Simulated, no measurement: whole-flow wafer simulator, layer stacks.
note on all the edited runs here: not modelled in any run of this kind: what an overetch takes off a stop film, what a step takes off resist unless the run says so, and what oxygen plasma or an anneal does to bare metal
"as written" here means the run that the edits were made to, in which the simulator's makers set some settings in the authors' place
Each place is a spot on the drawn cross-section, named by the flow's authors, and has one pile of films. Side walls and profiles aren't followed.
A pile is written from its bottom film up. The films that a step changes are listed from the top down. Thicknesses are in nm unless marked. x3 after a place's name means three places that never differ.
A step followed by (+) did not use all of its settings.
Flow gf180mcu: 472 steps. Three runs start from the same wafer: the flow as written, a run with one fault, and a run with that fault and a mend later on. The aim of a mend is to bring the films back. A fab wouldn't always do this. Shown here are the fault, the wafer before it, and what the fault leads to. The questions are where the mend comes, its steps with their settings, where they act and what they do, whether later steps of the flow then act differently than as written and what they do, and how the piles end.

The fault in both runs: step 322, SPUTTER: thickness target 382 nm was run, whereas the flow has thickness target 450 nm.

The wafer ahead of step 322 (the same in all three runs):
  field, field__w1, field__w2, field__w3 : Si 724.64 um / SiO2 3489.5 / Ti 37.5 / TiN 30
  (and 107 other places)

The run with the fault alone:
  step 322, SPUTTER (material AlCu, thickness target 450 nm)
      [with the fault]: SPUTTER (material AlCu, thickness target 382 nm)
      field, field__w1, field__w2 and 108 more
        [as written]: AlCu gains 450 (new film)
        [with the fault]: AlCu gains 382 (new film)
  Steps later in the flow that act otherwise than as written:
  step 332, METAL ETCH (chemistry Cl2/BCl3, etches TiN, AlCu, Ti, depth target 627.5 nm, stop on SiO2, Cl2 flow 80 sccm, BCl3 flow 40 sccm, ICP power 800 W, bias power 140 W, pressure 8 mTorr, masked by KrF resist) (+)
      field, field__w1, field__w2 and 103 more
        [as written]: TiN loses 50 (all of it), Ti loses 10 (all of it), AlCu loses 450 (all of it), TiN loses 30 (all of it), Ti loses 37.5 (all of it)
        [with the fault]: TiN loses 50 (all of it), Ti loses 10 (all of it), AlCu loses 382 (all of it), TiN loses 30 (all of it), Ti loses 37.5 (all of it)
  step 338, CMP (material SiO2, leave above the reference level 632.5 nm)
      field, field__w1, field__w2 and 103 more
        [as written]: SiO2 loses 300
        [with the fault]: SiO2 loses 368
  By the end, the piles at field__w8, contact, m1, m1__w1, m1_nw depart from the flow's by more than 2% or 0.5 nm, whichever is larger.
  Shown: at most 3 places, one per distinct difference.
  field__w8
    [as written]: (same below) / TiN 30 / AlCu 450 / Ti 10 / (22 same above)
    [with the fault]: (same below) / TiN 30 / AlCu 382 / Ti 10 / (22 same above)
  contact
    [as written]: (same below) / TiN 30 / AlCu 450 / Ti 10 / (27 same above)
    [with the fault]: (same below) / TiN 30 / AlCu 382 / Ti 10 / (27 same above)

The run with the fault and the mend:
  After step 322 comes the mend.
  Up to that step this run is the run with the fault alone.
  step 322a, SPUTTER (material AlCu, thickness target 68 nm) (a further turn of the flow's step 322, with different settings)
      field, field__w1, field__w2 and 108 more
        AlCu gains 68
  Every later step of the flow that is run acts as written at every place that is followed.
  At every place that both follow, the piles at the end match the flow's.
